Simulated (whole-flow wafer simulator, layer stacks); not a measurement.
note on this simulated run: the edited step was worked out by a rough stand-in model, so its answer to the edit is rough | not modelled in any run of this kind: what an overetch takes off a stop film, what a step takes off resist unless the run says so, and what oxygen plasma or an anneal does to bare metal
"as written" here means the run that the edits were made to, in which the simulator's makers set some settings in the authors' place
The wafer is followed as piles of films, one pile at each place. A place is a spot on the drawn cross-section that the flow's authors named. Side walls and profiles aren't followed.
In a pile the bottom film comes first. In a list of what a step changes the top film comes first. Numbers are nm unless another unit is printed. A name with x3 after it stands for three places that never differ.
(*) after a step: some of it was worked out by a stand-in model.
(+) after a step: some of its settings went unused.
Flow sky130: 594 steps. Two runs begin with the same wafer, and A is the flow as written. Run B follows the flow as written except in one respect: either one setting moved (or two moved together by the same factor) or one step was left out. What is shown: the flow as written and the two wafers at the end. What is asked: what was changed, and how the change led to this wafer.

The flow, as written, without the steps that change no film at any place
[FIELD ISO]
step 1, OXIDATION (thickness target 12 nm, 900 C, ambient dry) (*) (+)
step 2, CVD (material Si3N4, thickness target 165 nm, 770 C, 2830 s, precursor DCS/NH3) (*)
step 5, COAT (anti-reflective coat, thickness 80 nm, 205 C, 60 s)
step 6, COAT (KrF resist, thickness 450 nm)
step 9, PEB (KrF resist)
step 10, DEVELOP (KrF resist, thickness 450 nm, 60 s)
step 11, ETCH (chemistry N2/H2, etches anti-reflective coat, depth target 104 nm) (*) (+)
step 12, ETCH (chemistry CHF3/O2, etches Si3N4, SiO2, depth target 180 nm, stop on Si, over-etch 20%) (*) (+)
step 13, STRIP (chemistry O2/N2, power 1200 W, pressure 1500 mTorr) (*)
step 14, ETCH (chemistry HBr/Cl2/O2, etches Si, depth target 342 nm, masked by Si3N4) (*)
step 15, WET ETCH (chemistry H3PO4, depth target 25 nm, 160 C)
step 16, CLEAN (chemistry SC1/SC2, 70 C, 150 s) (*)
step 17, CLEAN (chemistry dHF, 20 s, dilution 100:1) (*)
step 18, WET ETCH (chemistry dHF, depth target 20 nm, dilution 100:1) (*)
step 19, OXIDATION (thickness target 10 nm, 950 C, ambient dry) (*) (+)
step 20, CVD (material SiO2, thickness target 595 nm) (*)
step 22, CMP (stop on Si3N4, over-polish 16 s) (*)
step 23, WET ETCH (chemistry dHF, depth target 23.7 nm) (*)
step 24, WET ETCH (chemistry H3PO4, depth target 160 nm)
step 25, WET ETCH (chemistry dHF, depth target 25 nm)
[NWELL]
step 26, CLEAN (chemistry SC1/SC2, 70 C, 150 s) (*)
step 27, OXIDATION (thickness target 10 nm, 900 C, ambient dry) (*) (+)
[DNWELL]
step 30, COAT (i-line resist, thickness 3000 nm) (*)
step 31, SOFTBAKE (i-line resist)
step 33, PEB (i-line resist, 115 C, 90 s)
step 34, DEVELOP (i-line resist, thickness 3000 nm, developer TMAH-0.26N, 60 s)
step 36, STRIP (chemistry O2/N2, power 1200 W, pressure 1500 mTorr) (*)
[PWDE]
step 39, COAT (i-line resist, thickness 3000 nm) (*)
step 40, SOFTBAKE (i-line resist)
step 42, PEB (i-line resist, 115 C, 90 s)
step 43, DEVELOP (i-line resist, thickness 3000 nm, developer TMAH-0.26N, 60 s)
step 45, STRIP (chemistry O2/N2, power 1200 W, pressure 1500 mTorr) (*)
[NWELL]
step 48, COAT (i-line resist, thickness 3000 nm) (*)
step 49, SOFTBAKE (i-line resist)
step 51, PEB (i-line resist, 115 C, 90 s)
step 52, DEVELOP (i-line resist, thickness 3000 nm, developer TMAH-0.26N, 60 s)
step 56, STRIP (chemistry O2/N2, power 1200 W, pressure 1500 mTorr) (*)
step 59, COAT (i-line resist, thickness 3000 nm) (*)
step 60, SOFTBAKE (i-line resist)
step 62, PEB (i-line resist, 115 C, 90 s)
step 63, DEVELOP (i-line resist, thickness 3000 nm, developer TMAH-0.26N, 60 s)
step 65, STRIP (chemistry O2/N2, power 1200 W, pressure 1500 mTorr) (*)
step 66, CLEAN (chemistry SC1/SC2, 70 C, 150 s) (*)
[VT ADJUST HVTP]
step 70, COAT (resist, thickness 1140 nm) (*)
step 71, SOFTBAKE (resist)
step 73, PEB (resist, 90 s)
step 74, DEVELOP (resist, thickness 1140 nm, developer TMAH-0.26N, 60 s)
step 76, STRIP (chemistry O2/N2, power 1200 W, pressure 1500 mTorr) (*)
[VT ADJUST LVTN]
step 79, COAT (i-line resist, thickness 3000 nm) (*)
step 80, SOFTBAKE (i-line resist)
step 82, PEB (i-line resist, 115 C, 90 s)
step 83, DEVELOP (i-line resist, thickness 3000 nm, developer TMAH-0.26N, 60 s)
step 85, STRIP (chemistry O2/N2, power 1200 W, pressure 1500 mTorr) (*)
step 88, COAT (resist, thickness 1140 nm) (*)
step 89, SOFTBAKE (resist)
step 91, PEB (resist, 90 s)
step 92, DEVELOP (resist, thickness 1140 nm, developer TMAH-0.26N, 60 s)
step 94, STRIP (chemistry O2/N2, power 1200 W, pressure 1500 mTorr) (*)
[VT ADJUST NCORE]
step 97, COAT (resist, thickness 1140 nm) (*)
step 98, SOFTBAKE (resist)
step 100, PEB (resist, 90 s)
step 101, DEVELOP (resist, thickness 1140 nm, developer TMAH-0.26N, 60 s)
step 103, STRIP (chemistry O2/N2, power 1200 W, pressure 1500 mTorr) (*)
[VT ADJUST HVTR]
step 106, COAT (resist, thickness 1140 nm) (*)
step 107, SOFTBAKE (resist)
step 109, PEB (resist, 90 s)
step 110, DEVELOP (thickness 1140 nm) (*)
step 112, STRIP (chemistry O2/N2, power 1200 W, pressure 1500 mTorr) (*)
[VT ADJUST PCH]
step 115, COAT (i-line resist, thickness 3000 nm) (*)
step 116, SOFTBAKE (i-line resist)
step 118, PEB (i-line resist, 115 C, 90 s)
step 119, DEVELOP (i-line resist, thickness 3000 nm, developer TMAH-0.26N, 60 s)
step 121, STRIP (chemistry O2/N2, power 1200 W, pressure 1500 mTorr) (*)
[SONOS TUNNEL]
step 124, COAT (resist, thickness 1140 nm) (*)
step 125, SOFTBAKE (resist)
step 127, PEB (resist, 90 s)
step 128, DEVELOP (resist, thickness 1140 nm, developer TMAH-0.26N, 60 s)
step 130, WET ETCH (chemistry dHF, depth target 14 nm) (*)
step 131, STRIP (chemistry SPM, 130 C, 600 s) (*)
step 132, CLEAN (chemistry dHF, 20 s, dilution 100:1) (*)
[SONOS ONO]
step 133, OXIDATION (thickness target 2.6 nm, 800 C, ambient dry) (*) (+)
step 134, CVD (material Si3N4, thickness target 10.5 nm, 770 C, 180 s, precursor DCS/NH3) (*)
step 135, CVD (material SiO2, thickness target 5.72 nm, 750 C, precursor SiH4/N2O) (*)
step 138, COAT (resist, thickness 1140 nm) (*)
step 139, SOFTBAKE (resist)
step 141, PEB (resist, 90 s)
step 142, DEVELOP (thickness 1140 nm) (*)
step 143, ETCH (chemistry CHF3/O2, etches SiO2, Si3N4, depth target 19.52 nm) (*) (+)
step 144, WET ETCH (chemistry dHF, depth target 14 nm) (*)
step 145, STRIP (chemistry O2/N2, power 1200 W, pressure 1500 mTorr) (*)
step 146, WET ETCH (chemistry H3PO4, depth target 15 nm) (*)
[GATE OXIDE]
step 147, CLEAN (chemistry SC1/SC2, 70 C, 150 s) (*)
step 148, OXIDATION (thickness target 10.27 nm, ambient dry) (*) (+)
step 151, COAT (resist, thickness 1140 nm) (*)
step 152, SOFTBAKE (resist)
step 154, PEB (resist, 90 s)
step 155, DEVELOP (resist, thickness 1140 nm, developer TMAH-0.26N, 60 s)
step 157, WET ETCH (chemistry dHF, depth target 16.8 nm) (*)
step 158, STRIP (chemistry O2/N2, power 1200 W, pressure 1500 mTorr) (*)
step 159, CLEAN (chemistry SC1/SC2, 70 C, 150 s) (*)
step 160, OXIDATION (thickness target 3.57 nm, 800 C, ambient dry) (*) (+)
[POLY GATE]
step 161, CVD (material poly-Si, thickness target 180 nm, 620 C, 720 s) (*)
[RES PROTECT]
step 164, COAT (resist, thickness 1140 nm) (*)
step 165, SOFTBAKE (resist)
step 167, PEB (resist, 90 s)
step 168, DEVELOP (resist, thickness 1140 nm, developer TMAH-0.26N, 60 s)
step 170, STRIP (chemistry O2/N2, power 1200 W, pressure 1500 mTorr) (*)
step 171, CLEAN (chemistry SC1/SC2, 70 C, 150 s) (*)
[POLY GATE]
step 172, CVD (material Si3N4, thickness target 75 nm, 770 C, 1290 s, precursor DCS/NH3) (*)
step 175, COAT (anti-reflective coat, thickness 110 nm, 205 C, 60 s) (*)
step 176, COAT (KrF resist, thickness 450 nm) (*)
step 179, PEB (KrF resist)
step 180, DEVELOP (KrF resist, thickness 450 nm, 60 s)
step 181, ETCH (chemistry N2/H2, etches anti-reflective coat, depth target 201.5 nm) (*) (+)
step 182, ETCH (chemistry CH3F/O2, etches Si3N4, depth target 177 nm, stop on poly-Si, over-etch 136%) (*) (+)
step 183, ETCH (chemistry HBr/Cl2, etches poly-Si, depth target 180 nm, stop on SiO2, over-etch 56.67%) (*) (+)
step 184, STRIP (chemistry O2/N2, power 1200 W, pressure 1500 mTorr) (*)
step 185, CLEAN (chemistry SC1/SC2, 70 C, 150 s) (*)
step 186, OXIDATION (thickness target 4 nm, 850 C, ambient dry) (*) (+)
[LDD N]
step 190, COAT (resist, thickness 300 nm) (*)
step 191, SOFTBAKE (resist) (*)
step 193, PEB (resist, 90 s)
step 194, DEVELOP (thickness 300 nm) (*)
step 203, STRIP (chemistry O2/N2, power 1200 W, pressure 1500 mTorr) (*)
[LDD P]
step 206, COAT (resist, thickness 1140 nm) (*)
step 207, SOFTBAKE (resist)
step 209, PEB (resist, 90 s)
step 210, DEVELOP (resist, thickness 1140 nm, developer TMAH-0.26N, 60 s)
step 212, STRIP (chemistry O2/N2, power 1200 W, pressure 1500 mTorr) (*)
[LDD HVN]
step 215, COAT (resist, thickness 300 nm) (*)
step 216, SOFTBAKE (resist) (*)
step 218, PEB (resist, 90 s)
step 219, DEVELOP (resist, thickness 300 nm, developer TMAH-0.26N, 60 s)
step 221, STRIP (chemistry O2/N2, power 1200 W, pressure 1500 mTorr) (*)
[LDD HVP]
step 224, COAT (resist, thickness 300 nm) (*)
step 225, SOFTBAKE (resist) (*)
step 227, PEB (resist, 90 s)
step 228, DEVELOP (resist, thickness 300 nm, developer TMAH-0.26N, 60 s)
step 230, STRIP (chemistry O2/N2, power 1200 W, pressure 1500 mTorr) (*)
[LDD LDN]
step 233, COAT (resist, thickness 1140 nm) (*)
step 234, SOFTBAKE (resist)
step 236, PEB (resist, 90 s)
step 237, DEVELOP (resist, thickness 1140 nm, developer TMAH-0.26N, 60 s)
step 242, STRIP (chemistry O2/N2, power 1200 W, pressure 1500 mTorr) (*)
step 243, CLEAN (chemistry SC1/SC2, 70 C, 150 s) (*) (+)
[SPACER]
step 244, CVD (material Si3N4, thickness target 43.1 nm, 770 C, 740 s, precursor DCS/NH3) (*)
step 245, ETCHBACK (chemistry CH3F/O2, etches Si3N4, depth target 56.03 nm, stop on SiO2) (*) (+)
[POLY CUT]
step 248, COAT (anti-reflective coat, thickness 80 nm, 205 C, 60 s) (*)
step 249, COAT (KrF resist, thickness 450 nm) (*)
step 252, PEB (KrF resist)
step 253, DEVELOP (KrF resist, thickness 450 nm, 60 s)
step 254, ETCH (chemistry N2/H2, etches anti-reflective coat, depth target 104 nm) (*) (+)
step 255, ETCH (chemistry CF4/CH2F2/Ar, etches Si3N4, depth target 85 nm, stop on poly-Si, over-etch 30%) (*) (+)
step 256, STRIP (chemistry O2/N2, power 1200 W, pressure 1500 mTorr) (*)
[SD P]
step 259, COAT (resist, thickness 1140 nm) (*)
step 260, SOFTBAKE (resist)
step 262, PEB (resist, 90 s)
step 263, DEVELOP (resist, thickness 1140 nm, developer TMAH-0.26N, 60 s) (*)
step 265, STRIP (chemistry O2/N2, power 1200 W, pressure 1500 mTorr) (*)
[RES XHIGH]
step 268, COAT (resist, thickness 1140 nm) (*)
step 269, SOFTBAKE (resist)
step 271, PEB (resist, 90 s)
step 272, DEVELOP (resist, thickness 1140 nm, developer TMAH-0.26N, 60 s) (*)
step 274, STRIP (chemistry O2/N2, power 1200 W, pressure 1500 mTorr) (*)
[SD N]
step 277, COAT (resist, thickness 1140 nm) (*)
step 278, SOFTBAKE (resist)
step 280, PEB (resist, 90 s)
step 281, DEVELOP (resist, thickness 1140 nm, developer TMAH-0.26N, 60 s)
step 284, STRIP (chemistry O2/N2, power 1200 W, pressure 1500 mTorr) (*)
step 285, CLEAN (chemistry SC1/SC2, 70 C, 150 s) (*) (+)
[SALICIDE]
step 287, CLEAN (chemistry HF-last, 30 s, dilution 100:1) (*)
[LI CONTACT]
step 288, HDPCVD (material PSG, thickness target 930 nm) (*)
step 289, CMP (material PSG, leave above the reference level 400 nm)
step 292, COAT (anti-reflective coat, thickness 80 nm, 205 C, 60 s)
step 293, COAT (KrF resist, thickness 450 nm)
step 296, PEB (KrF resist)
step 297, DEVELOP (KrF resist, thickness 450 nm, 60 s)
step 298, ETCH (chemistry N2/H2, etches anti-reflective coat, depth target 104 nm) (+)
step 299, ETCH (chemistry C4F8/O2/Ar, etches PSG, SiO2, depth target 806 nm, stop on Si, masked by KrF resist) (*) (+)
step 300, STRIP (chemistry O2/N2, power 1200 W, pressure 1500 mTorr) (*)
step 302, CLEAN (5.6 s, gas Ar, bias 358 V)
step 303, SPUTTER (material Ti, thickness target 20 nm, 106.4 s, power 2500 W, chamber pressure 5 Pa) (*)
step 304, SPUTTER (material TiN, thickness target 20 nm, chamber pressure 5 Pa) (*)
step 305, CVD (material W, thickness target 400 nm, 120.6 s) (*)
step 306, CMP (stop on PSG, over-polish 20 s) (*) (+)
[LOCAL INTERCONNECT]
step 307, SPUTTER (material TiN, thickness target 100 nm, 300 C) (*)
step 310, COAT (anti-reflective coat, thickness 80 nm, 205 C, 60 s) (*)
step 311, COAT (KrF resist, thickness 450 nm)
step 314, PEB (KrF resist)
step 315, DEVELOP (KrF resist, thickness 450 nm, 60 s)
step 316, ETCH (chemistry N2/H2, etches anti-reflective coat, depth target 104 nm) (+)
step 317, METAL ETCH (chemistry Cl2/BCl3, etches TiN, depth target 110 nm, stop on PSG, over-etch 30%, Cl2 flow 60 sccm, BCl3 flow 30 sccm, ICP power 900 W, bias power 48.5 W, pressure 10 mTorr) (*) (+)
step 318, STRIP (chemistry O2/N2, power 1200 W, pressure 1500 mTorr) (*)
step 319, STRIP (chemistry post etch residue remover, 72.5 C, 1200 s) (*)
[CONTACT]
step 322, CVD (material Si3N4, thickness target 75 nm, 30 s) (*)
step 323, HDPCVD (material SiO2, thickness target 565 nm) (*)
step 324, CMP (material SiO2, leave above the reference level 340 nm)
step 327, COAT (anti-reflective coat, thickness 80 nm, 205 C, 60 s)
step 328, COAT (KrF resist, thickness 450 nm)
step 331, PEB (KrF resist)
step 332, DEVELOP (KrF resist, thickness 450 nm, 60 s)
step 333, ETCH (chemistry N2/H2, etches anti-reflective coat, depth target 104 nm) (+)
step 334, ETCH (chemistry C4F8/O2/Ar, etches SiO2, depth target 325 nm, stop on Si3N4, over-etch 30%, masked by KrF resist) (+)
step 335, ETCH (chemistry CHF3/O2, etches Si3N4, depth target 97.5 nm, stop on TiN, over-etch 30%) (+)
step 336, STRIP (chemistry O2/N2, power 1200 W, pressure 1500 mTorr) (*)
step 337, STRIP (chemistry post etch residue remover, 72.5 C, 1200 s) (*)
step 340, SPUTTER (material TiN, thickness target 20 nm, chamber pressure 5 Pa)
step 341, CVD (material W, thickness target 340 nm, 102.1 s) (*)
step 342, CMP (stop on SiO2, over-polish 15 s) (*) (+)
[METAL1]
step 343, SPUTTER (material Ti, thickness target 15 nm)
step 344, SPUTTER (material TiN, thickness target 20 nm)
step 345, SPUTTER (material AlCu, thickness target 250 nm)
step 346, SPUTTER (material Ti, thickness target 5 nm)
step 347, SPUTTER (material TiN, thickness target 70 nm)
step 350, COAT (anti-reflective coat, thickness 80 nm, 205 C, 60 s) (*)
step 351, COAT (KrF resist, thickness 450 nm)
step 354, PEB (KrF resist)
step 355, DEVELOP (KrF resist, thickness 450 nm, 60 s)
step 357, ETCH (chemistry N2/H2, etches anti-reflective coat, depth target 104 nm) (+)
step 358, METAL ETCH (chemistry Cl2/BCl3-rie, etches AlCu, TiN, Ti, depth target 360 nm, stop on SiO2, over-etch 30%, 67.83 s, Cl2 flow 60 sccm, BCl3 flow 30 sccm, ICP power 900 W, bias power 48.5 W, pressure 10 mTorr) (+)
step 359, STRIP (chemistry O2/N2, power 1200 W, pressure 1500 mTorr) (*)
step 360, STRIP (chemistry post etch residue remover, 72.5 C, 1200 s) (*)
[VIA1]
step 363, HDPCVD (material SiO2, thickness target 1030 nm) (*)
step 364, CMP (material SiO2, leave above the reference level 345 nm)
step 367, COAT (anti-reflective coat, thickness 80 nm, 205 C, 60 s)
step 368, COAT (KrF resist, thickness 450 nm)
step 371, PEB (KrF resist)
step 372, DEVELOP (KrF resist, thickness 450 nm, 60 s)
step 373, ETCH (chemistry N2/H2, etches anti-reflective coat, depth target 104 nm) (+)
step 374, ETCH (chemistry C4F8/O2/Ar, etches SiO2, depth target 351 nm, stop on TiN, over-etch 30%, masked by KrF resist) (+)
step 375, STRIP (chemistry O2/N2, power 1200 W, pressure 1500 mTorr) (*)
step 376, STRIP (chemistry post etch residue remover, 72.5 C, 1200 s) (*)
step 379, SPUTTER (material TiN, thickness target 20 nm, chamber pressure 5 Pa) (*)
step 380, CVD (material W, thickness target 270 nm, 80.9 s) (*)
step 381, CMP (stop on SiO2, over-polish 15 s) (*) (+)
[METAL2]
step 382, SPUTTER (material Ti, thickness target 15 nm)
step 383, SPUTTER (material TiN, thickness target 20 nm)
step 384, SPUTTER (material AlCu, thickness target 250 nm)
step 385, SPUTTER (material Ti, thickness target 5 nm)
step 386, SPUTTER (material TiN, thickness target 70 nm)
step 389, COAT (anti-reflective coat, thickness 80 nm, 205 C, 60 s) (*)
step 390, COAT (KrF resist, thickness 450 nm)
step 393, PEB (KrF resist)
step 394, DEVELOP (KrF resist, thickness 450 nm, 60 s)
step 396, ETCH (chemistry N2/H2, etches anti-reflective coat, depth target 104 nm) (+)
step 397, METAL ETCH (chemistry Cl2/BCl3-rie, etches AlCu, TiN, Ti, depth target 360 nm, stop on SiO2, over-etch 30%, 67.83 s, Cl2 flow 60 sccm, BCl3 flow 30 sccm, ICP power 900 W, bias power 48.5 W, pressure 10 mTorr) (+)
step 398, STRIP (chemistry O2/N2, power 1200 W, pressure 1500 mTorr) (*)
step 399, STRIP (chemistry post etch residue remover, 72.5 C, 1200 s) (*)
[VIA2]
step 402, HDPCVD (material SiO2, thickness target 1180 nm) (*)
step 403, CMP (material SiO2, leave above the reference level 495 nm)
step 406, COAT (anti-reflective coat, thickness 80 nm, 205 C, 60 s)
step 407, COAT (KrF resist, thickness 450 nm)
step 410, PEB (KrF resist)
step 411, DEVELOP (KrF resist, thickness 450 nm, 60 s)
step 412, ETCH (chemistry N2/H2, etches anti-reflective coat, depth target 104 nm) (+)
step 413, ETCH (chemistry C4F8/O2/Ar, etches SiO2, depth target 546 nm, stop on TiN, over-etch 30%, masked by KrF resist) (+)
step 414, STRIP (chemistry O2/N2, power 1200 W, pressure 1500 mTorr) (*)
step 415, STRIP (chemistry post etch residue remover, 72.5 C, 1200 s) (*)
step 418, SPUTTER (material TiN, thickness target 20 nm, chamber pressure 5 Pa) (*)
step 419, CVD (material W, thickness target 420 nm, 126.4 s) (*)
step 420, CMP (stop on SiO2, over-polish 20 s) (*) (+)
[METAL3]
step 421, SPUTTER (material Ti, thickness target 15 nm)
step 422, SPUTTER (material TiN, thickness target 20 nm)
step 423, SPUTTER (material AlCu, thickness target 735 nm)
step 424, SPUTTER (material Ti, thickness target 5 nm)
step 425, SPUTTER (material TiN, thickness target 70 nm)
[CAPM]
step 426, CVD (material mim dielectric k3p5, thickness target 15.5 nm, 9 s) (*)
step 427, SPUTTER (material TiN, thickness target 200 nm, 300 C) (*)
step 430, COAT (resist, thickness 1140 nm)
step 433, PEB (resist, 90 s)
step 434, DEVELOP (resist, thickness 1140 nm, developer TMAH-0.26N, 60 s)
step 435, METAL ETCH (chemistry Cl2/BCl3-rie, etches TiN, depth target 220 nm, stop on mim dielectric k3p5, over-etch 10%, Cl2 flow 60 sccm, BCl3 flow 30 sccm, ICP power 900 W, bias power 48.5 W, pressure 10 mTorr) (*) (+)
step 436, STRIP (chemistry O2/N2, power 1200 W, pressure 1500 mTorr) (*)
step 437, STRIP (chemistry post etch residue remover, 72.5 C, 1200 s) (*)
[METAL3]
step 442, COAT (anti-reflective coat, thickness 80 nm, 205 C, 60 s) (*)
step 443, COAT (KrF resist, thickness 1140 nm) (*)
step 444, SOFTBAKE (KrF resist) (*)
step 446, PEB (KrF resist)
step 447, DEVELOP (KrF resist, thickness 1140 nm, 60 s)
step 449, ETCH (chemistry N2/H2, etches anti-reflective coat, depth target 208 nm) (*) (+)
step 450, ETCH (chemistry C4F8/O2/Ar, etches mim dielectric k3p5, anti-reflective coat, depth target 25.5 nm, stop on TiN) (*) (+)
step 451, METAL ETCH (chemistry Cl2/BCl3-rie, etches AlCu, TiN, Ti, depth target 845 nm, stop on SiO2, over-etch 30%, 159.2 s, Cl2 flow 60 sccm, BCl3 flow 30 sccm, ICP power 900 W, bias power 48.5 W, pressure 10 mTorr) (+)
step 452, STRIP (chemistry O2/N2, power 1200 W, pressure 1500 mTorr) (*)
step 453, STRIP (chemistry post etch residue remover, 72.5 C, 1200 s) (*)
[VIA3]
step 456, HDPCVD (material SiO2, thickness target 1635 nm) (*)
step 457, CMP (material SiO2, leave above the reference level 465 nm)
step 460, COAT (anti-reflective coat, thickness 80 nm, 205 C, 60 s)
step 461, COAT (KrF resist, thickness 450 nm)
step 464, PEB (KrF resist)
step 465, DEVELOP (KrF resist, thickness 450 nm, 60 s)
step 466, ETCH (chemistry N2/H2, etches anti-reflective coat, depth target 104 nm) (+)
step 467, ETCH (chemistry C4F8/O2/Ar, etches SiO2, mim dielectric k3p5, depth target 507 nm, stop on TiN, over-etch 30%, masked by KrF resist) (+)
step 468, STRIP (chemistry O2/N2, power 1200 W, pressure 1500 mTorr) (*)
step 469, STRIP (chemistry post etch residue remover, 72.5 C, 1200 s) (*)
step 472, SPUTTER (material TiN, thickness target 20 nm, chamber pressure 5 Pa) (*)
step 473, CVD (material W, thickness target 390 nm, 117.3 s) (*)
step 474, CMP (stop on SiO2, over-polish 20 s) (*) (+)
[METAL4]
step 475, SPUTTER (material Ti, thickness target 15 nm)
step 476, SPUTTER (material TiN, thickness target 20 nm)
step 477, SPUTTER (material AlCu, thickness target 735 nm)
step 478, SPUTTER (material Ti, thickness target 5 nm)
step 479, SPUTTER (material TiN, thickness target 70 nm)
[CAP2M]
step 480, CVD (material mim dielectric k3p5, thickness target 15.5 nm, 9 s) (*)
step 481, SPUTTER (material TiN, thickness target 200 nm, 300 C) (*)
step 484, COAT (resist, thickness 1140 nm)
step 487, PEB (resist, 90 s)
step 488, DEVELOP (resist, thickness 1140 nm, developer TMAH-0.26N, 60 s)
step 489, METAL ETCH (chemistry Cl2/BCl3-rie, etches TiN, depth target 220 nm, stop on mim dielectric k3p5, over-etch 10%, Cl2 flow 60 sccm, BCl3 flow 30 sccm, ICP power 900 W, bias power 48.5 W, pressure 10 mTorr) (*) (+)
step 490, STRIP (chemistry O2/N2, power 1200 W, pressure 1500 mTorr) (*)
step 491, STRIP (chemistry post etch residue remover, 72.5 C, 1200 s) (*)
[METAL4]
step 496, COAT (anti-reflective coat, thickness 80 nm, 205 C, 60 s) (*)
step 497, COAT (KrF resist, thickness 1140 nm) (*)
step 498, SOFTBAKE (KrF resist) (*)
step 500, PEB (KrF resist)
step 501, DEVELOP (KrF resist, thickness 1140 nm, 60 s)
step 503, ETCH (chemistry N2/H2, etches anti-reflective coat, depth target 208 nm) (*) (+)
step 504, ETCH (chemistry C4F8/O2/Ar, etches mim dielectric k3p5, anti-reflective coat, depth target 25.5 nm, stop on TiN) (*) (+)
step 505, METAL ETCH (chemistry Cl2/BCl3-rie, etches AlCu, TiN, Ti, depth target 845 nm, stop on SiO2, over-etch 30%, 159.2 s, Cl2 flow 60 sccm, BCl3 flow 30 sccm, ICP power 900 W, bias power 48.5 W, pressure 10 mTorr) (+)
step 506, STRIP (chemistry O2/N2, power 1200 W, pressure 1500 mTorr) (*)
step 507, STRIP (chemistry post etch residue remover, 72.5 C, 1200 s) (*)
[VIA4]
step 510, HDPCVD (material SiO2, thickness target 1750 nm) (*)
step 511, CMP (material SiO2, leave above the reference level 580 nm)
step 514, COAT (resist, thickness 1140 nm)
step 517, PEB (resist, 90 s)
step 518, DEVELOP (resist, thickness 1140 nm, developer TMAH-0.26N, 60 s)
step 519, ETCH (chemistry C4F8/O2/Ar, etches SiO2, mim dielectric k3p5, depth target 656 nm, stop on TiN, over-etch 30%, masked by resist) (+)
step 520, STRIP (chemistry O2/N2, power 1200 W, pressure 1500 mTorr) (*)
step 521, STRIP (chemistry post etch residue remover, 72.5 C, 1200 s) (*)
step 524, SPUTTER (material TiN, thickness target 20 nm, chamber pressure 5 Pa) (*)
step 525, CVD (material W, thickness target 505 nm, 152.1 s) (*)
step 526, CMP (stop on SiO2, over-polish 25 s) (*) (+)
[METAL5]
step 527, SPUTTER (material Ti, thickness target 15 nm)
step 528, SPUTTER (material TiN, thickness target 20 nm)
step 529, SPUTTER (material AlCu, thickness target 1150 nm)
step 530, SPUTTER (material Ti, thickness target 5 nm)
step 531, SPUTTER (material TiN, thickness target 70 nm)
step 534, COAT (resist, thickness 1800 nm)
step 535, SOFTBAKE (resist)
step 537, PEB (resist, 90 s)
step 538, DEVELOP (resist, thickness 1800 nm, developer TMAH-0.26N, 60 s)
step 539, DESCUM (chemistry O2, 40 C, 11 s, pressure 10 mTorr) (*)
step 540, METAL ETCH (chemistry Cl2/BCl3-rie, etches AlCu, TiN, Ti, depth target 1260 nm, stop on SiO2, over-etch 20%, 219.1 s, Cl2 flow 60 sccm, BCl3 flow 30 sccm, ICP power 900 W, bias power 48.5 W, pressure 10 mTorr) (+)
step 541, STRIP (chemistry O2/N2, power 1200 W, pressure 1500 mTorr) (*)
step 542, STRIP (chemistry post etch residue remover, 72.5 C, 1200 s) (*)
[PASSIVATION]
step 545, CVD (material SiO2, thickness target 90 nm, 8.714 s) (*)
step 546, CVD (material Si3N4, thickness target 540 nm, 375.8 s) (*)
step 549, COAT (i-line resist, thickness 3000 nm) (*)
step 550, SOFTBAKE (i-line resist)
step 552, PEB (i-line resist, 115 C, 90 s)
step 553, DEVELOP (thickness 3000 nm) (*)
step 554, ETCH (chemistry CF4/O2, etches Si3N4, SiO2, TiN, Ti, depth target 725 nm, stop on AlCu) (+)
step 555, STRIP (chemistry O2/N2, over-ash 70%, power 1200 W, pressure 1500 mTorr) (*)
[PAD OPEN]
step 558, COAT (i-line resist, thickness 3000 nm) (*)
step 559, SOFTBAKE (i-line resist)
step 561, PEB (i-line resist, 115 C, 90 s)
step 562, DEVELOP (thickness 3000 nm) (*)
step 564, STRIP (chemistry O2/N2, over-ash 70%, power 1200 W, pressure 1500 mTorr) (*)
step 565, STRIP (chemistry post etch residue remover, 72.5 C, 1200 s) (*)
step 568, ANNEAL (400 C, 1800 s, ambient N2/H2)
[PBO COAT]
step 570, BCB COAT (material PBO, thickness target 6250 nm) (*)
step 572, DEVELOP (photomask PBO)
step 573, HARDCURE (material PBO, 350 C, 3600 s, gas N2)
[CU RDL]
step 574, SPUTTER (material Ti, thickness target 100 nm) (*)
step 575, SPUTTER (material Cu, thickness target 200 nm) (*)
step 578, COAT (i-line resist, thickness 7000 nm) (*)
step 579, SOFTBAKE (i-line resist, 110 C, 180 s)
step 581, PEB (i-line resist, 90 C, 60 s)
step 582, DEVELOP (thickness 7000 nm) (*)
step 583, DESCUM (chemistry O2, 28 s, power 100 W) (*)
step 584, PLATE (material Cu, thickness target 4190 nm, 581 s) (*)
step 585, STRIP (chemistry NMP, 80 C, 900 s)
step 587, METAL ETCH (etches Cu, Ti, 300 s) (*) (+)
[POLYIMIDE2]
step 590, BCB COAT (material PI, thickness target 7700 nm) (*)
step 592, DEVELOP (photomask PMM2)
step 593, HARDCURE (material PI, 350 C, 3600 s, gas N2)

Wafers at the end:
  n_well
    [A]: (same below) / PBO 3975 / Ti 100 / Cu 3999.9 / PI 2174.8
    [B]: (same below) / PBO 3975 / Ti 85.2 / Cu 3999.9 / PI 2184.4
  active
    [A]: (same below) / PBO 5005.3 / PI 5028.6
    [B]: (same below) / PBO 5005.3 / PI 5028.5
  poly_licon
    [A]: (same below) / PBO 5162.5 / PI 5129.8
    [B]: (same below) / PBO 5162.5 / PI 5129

The reason: step 574, SPUTTER: thickness target 85.2 nm was run, though the flow has thickness target 100 nm.
One can read it off the wafer: n_well has Ti 85.2, and step 574 as written asks for 100 nm.

The path from the change to this, step by step:
  step 574, SPUTTER (material Ti, thickness target 100 nm) (*)
      field, active, n_well and 190 more: A +100 Ti (new film) | B +85.2 Ti (new film)
  step 587, METAL ETCH (etches Cu, Ti, 300 s) (*) (+)
      field, active, gate and 167 more: A -200 Cu (all of it), -100 Ti (all of it) | B -200 Cu (all of it), -85.2 Ti (all of it)
  step 590, BCB COAT (material PI, thickness target 7700 nm) (*)
      de16_gate_nw: A +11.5 um PI (new film) | B +11.49 um PI (new film)
